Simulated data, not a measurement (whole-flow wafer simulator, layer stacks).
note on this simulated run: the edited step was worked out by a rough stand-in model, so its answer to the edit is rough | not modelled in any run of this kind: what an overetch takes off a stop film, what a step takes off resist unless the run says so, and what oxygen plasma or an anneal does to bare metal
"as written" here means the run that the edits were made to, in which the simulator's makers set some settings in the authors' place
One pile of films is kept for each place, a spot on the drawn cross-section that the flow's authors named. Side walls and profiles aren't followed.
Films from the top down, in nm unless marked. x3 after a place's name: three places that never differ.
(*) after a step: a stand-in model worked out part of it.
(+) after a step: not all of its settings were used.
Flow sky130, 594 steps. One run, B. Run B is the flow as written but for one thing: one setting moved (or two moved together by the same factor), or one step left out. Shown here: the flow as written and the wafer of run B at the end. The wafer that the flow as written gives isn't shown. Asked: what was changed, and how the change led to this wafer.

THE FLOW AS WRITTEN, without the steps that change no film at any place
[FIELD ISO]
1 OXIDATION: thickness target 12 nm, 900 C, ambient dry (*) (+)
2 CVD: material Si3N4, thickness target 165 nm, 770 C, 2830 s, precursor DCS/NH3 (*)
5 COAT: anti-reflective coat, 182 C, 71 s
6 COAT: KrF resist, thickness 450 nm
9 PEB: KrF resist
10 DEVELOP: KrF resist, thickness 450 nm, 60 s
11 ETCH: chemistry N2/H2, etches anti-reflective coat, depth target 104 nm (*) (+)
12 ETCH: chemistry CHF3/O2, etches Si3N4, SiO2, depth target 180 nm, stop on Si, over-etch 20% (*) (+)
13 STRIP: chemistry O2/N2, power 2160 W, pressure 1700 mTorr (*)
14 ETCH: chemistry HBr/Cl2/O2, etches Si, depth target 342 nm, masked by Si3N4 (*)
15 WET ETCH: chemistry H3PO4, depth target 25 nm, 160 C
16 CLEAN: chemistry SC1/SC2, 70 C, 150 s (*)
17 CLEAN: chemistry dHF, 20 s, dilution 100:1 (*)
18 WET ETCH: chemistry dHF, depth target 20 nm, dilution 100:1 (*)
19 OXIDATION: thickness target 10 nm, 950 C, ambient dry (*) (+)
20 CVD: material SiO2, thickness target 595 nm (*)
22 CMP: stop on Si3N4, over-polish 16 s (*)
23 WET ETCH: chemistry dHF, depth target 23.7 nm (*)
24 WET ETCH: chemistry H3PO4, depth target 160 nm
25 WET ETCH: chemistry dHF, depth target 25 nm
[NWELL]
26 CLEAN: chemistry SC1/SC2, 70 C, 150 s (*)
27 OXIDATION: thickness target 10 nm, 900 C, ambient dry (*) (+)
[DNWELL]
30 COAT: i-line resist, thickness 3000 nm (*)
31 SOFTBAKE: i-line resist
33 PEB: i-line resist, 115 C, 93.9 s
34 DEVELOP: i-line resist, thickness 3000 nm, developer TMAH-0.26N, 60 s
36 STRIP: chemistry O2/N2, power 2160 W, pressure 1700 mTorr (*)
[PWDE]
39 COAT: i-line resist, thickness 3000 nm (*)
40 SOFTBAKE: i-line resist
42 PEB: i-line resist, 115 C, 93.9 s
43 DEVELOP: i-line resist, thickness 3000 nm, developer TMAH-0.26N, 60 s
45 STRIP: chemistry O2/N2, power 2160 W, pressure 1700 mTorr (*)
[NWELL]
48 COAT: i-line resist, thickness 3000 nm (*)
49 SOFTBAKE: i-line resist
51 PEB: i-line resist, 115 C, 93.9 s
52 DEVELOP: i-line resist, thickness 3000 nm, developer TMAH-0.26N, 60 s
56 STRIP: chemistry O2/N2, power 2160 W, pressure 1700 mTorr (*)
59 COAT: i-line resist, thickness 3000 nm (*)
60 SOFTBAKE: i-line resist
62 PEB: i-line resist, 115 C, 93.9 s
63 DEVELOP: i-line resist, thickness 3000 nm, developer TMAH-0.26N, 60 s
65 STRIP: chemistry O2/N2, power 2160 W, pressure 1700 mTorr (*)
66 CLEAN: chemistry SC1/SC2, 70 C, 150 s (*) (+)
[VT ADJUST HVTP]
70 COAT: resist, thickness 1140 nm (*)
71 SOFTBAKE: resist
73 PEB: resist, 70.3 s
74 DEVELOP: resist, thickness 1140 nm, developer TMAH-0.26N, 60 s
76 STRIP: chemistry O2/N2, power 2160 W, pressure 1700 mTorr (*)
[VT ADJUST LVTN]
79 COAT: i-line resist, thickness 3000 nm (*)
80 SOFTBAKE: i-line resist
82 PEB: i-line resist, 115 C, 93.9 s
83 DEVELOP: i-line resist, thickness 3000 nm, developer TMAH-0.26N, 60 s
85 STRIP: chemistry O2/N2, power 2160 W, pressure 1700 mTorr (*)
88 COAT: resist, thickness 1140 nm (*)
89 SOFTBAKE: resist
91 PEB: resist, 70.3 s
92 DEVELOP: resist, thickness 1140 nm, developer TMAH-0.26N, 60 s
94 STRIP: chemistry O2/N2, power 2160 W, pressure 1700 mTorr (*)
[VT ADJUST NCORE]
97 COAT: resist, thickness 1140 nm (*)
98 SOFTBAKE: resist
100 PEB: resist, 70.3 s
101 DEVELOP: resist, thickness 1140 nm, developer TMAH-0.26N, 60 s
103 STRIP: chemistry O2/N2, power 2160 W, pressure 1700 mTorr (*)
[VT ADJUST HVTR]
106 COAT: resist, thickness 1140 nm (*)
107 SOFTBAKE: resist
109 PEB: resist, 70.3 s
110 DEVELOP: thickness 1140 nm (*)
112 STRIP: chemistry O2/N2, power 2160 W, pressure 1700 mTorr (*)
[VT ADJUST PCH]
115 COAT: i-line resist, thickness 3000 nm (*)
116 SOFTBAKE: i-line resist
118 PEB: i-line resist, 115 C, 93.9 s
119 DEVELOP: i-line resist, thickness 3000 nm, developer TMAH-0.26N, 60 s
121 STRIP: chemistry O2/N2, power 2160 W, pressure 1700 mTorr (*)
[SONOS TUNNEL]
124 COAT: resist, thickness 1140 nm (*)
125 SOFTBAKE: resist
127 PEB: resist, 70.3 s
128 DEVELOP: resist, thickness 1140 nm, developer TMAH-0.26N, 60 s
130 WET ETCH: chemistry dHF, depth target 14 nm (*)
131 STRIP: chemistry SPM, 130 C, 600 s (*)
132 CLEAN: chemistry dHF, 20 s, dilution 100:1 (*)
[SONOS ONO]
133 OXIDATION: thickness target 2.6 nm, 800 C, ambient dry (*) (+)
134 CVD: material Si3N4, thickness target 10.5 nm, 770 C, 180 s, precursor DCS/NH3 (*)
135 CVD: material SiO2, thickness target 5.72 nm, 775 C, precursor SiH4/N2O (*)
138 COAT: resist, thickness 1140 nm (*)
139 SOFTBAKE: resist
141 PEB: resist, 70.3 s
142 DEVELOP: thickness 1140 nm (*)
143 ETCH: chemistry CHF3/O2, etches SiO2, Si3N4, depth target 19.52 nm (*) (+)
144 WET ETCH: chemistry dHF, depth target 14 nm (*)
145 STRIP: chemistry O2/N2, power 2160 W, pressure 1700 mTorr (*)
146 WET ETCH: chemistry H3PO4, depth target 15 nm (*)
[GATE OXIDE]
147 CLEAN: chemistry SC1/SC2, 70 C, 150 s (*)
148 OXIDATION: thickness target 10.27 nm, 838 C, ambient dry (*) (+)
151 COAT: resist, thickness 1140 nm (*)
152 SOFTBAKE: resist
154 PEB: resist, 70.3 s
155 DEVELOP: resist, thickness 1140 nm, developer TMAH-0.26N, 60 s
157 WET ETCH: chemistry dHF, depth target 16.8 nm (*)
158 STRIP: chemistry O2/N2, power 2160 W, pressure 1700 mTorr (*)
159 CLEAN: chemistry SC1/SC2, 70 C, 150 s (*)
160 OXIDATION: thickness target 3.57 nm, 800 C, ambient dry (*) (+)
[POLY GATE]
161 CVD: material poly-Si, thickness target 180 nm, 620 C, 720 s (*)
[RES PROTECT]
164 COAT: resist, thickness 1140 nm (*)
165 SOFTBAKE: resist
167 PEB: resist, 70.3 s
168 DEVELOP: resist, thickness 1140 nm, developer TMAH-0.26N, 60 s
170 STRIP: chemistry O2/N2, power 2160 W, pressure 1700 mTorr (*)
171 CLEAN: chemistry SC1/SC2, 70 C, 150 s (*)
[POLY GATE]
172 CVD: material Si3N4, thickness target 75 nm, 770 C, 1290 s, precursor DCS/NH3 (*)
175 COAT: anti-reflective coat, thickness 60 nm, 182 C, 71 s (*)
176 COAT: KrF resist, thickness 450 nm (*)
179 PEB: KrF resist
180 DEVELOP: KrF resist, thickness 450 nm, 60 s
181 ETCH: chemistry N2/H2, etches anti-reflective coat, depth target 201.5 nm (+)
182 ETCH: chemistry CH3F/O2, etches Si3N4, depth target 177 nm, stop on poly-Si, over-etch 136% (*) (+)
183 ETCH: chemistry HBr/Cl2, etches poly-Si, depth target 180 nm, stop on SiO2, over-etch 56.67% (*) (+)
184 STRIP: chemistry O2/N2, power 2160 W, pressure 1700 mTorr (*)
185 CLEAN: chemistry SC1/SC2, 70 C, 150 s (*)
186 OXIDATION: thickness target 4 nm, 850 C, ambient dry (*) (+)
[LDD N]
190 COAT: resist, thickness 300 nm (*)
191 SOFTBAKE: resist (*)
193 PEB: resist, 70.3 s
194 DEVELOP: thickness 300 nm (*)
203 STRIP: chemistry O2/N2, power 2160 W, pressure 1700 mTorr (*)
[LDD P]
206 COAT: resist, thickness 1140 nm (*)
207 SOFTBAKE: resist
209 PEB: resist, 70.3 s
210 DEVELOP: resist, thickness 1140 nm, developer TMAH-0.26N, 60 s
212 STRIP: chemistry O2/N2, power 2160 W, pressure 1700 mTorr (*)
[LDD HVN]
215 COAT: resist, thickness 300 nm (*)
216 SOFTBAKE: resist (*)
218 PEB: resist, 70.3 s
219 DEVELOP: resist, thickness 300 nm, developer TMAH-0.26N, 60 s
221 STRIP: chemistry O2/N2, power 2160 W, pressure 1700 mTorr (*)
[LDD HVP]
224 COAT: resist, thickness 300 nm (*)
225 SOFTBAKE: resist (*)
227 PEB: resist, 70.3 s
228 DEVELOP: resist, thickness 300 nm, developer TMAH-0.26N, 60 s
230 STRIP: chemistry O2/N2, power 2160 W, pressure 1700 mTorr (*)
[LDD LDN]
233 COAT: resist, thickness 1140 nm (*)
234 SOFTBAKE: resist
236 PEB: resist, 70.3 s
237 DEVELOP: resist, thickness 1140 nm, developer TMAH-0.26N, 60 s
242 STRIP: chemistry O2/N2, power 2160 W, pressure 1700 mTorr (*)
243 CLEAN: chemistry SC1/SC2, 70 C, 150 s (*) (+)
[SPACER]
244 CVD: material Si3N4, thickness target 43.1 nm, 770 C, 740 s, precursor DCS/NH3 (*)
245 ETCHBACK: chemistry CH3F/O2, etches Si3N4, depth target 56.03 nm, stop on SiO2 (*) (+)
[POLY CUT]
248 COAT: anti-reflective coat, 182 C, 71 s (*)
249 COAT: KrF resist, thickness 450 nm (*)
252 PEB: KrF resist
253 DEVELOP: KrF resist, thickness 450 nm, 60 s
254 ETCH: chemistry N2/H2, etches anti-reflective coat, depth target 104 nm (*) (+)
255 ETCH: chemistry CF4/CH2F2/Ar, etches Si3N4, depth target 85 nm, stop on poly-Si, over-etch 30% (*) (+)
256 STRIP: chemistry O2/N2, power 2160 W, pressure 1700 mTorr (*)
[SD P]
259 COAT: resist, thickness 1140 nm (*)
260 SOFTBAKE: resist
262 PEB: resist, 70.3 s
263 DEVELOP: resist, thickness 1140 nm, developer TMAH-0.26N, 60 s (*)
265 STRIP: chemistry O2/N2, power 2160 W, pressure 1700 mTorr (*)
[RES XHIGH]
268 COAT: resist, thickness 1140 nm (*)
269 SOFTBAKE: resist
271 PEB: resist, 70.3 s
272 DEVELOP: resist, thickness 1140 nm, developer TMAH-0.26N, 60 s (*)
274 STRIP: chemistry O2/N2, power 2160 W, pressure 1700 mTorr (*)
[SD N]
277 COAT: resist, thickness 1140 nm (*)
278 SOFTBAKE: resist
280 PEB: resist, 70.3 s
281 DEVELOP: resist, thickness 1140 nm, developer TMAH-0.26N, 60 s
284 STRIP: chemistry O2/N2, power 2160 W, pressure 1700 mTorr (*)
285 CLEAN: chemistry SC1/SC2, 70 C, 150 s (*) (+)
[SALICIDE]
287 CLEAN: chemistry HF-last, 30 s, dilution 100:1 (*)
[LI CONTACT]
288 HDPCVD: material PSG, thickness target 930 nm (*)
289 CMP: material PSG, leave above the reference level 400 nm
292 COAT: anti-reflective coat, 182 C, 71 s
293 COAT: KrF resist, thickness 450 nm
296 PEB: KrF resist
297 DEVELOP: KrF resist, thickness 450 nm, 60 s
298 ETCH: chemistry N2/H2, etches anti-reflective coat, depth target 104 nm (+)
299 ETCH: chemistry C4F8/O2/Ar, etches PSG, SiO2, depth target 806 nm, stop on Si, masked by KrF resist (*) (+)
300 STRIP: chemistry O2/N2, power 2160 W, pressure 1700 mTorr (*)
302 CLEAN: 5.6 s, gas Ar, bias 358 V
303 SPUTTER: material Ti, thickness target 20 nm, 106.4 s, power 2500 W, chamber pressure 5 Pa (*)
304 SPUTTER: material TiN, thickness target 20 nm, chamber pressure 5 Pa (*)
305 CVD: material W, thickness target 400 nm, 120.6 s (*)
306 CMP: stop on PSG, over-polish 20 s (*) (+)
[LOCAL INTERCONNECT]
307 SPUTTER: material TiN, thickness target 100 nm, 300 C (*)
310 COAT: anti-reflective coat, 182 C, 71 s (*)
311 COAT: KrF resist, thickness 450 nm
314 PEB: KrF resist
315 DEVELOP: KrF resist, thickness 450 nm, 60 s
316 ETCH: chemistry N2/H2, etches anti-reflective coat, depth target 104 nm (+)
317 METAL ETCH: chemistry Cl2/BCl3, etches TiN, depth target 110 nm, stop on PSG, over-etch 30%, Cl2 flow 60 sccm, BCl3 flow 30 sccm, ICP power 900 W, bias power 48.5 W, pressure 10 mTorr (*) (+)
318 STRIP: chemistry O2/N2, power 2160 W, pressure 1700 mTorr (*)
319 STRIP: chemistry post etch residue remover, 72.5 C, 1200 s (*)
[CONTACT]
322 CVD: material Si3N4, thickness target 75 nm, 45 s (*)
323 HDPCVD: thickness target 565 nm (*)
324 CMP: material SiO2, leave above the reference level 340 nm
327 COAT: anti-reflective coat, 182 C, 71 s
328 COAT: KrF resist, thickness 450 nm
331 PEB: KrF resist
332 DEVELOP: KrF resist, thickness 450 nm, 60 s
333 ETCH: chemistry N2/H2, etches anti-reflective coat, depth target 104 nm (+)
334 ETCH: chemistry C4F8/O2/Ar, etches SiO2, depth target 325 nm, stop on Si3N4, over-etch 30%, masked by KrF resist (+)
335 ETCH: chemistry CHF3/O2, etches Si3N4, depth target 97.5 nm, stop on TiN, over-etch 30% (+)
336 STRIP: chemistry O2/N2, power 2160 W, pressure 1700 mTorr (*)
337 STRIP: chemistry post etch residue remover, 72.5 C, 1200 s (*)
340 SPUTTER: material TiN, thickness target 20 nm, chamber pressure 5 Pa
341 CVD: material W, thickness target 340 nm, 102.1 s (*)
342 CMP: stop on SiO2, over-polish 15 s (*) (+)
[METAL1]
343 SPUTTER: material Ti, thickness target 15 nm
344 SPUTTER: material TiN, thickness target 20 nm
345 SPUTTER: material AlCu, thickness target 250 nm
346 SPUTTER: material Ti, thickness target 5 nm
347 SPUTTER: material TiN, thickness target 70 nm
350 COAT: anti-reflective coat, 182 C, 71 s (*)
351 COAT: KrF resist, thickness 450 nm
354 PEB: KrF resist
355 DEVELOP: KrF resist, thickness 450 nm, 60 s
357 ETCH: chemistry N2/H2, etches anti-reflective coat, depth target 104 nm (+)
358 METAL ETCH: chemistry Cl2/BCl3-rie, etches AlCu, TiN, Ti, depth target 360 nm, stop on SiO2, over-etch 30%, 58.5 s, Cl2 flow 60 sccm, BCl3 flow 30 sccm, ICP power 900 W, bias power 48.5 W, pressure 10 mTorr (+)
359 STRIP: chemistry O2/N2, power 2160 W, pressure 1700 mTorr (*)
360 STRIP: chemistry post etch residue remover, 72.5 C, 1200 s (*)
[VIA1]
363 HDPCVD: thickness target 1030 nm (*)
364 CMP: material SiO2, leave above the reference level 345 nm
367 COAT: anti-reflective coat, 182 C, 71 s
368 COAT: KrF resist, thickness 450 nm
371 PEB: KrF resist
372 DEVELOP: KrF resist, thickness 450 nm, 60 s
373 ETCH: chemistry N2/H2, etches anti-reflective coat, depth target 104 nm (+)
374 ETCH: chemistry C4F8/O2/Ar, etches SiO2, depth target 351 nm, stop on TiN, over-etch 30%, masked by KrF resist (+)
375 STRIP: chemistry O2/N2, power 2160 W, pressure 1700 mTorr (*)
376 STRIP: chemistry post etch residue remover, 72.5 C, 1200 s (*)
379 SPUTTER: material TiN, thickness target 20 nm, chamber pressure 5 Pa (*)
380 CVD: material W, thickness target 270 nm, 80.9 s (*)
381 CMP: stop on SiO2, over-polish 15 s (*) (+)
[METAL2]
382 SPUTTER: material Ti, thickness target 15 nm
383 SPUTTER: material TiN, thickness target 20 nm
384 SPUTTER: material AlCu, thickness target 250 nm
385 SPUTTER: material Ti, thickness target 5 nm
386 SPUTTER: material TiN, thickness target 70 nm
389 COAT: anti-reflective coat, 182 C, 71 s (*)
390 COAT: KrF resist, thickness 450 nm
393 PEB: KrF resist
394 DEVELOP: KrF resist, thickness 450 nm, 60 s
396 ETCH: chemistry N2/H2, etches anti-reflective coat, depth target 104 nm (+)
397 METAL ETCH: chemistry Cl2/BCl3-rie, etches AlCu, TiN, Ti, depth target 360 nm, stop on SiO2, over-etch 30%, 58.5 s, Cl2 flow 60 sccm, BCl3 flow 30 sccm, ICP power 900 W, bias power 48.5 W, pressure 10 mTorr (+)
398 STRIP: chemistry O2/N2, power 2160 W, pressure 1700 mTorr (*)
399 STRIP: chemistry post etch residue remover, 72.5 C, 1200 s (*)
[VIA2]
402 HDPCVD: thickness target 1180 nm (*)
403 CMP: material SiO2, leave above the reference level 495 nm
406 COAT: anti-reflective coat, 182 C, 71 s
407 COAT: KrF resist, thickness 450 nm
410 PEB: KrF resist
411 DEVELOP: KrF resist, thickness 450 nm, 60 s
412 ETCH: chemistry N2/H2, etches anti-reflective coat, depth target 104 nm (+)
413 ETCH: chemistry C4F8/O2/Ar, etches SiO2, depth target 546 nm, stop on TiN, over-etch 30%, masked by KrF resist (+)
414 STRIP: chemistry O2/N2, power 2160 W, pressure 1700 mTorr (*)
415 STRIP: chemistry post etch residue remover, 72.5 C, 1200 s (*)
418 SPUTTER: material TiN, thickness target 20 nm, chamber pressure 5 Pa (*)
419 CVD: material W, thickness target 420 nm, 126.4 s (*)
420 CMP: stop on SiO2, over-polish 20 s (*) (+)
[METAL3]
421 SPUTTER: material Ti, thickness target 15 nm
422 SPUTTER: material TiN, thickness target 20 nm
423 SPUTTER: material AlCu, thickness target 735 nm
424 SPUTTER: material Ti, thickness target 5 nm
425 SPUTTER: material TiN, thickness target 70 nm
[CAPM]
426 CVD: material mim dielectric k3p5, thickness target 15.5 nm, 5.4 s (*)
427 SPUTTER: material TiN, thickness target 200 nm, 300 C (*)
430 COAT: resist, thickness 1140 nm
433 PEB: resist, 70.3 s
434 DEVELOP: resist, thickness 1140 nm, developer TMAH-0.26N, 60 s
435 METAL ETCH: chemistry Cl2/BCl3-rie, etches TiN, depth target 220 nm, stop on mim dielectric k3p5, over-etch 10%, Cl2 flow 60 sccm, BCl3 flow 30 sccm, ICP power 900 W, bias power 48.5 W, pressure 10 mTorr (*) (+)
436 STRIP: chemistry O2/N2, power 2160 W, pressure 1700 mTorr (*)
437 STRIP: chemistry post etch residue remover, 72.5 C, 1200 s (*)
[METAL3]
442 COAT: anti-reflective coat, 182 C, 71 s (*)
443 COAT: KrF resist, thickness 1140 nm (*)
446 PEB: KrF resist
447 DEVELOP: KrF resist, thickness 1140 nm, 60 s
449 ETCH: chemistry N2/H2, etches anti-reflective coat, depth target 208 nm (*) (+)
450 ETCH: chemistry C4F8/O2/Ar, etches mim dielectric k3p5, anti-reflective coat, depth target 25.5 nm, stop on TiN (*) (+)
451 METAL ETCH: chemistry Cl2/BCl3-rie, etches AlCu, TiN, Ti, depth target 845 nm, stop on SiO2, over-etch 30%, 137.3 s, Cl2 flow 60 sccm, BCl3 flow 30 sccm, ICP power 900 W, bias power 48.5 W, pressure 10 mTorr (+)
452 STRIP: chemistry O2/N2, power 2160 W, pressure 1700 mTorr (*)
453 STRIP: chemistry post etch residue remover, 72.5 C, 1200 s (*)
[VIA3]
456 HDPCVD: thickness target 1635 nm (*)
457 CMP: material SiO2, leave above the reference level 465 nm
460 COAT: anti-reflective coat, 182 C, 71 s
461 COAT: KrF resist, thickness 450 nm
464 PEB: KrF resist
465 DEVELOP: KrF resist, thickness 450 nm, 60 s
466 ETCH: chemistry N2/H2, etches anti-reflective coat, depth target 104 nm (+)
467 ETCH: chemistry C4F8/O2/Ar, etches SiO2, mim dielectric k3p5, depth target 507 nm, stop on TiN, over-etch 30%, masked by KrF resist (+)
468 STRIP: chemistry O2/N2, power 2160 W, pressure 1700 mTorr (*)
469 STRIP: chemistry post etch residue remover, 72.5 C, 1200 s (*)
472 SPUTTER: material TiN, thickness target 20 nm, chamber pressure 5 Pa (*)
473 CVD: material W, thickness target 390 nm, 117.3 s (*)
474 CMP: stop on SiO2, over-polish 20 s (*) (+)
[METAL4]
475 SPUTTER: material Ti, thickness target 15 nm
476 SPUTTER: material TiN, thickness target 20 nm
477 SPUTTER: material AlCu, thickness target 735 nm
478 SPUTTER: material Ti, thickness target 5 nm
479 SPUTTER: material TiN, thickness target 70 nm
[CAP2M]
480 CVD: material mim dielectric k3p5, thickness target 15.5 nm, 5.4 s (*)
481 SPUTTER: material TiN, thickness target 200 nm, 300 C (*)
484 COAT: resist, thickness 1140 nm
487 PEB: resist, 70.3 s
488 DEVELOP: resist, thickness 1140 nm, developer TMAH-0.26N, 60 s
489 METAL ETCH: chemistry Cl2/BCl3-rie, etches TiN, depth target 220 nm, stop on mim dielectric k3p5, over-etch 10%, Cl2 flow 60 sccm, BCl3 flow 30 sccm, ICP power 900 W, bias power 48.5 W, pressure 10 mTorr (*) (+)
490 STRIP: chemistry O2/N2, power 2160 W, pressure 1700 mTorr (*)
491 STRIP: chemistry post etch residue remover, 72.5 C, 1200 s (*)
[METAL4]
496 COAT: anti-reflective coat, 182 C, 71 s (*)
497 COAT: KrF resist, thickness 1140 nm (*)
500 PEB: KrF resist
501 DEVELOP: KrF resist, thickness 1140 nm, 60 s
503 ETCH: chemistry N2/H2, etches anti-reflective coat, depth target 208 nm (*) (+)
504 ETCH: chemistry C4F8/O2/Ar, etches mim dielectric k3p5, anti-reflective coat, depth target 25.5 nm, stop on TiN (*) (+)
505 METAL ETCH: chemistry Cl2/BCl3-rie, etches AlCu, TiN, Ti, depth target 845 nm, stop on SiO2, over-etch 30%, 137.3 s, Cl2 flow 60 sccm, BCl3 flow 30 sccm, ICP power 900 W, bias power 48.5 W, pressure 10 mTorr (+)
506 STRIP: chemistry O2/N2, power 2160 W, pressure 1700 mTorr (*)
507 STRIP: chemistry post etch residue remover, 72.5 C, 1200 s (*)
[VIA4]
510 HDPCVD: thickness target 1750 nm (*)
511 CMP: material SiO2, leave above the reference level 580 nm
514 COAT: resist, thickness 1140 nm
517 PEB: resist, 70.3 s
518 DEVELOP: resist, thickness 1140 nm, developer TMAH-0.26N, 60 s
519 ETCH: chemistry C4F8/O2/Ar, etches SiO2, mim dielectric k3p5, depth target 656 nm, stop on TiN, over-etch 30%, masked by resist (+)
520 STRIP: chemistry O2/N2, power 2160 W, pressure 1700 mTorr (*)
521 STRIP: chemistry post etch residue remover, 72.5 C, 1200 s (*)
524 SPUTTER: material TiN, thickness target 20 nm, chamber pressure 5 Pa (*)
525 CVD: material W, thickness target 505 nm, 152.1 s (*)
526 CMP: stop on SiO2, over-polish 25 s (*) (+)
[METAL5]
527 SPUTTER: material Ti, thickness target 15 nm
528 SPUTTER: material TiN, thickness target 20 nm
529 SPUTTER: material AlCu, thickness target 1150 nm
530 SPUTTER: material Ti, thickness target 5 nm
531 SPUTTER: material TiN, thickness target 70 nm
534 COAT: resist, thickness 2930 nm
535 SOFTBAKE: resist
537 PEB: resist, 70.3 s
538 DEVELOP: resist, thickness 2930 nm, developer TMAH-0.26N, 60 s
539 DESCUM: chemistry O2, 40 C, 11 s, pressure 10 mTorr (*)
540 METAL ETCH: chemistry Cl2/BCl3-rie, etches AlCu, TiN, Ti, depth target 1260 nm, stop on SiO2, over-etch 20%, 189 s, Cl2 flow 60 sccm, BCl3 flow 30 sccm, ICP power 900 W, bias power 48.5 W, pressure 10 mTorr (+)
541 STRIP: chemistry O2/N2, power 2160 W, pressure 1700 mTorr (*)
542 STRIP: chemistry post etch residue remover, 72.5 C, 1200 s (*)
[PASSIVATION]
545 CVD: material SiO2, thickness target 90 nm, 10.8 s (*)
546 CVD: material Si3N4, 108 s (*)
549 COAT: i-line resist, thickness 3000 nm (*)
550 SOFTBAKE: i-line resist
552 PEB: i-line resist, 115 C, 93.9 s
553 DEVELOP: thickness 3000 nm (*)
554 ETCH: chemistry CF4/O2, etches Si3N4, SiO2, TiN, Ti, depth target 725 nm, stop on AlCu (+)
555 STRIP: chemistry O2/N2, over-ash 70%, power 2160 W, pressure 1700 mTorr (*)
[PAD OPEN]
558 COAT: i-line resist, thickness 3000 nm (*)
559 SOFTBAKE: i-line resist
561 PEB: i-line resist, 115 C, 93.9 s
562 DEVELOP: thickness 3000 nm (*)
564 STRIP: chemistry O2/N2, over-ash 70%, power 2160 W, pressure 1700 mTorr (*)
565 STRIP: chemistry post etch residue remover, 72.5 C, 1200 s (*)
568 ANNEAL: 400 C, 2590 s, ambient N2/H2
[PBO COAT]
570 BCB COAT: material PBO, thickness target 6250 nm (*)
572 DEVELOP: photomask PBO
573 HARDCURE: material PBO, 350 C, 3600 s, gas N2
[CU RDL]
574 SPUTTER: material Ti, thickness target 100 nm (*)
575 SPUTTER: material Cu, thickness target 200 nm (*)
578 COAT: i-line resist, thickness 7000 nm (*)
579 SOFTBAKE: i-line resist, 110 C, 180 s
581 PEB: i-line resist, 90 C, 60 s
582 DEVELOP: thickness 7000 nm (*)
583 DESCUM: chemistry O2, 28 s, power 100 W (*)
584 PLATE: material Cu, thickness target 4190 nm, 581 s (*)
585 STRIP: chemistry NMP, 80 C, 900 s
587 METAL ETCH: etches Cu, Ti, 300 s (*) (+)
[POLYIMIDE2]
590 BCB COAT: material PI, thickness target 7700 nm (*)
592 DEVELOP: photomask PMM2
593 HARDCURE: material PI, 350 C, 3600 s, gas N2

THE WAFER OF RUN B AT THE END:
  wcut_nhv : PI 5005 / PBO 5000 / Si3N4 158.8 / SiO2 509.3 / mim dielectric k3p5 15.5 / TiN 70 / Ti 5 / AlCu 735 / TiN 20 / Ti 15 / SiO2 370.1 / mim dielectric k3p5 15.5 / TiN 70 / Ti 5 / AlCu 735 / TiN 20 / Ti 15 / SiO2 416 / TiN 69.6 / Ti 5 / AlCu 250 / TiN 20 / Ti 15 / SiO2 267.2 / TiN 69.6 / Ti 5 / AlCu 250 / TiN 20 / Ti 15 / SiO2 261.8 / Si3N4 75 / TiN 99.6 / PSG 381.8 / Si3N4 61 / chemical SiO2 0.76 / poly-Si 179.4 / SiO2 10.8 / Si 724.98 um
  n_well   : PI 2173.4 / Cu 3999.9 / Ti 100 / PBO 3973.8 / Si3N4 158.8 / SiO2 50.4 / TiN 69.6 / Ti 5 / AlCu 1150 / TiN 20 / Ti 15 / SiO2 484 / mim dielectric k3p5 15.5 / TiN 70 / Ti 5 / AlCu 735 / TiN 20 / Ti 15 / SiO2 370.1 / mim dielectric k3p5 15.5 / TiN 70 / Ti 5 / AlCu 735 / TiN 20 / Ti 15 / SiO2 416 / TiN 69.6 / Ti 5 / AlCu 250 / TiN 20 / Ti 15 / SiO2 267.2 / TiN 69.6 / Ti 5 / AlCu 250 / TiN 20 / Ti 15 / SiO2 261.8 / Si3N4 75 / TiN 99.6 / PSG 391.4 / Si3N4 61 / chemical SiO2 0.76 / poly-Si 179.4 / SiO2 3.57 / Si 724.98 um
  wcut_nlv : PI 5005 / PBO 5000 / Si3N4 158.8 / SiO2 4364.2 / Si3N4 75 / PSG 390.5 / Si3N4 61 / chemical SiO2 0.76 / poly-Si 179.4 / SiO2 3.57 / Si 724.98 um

The cause: step 545, CVD: thickness target 36 nm was run, where the flow has thickness target 90 nm; step 545, CVD: 4.32 s was run, where the flow has 10.8 s.

How the change led to this, step by step:
  545 CVD: material SiO2, thickness target 90 nm, 10.8 s (*)
      field, active, gate and 175 more: SiO2 +50.4 (as written it would be: SiO2 +125.2)
      n_well, p_well, sd_n and 12 more: SiO2 +50.4 (new film) (as written it would be: SiO2 +125.2 (new film))
  550 SOFTBAKE: i-line resist
      active: i-line resist +10.5 (as written it would be: i-line resist +12)
      gate: i-line resist -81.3 (as written it would be: i-line resist -85.5)
      (and at 59 more places)
  554 ETCH: chemistry CF4/O2, etches Si3N4, SiO2, TiN, Ti, depth target 725 nm, stop on AlCu (+)
      field, active, n_well and 189 more: i-line resist -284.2 (as written it would be: i-line resist -358.9)
      pad: Si3N4 -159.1 (all of it), SiO2 -50.4 (all of it), TiN -69.6 (all of it), Ti -5 (all of it) (as written it would be: Si3N4 -159.1 (all of it), SiO2 -125.2 (all of it), TiN -69.6 (all of it), Ti -5 (all of it))
  555 STRIP: chemistry O2/N2, over-ash 70%, power 2160 W, pressure 1700 mTorr (*)
      gate_hv, dice_street, iso_guard and 83 more: i-line resist -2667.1 (all of it) (as written it would be: i-line resist -2592.4 (all of it))
      n_well, p_well, sd_n, sd_p: i-line resist -1415.6 (all of it) (as written it would be: i-line resist -1340.8 (all of it))
      (and at 102 more places)
  558 COAT: i-line resist, thickness 3000 nm (*)
      pad: i-line resist +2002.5 (new film) (as written it would be: i-line resist +2077.7 (new film))
  559 SOFTBAKE: i-line resist
      field: i-line resist +11 (as written it would be: i-line resist +12.5)
      active: i-line resist +10.5 (as written it would be: i-line resist +12)
      (and at 66 more places)
  561 PEB: i-line resist, 115 C, 93.9 s
      pad: i-line resist -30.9 (as written it would be: i-line resist -32.2)
  562 DEVELOP: thickness 3000 nm (*)
      pad: i-line resist -1971.6 (all of it) (as written it would be: i-line resist -2045.5 (all of it))
  578 COAT: i-line resist, thickness 7000 nm (*)
      pad: i-line resist +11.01 um (new film) (as written it would be: i-line resist +11.08 um (new film))
  579 SOFTBAKE: i-line resist, 110 C, 180 s
      mim, vcap_hvt: i-line resist -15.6 (as written it would be: i-line resist -16.8)
      ndiff_licon_rim, ndiff_licon: i-line resist -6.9 (as written it would be: i-line resist -8.01)
      (and at 28 more places)
  582 DEVELOP: thickness 7000 nm (*)
      pad: i-line resist -11.01 um (all of it) (as written it would be: i-line resist -11.08 um (all of it))
